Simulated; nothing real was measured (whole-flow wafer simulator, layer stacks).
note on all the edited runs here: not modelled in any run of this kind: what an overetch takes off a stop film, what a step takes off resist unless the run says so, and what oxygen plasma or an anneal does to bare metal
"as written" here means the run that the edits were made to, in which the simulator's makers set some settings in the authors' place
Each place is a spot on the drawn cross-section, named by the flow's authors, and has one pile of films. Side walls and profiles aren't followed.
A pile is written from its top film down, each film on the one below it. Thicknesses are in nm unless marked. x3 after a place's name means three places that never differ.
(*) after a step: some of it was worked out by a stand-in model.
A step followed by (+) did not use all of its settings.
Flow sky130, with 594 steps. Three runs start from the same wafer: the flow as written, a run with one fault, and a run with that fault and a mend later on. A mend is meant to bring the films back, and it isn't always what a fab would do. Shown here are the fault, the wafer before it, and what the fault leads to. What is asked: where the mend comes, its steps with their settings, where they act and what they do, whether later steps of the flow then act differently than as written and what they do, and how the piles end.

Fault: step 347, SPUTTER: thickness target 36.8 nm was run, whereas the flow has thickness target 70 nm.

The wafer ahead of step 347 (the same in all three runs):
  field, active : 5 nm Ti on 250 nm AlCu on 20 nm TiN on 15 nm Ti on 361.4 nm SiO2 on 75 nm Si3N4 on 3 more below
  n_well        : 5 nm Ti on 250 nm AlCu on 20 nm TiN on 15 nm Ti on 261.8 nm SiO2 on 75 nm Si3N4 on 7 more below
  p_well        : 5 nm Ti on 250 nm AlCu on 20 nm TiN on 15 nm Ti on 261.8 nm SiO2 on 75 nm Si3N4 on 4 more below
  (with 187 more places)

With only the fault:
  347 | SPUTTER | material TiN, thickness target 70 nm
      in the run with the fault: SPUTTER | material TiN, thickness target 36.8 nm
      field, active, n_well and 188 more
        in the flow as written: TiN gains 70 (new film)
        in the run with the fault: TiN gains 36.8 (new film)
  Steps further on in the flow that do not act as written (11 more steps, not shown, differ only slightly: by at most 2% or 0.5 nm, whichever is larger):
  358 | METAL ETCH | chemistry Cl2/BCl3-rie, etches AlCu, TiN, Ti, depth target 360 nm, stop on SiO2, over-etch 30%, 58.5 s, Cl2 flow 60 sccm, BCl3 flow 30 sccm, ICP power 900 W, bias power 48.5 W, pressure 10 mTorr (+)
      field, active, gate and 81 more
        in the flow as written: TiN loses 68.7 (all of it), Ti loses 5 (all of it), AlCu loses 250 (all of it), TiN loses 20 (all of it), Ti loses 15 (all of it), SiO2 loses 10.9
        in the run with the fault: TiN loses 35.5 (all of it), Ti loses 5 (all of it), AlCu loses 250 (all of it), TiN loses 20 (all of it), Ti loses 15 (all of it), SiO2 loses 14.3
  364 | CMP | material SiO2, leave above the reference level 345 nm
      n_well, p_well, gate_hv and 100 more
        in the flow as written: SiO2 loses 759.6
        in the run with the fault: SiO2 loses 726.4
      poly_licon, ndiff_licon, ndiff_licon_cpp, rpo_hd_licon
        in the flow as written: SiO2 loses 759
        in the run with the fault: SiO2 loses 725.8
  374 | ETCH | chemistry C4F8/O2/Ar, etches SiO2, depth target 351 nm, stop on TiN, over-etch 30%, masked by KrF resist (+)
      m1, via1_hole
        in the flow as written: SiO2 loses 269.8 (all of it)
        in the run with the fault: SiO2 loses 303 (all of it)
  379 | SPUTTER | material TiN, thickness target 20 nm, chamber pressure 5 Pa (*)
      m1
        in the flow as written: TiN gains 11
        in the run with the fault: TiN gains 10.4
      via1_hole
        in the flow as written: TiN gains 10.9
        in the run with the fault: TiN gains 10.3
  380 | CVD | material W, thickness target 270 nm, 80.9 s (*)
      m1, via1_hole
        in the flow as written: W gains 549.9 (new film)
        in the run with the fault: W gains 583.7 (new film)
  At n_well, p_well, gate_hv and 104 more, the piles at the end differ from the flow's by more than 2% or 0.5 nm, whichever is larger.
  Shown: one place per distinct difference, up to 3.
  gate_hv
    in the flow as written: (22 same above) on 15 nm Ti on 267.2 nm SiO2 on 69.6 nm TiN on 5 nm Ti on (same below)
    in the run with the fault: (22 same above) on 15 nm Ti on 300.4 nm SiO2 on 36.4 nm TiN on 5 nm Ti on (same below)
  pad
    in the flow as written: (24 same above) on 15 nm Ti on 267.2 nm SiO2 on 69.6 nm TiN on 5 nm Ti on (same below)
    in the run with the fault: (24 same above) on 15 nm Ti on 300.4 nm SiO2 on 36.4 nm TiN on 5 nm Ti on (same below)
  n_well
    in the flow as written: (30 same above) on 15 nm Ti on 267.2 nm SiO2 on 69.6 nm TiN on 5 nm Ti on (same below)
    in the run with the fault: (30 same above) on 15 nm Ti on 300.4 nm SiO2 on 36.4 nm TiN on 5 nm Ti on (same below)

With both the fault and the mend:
  After step 347 comes the mend.
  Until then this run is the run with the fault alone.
  347a | SPUTTER | material TiN, thickness target 33.2 nm (a further turn of the flow's step 347, with different settings)
      field, active, n_well and 188 more
        TiN gains 33.2
  Every later step of the flow that is run acts as written, at every place that is followed, to within 2% or 0.5 nm, whichever is larger.
  By the end, the piles equal the flow's at every place that both follow.
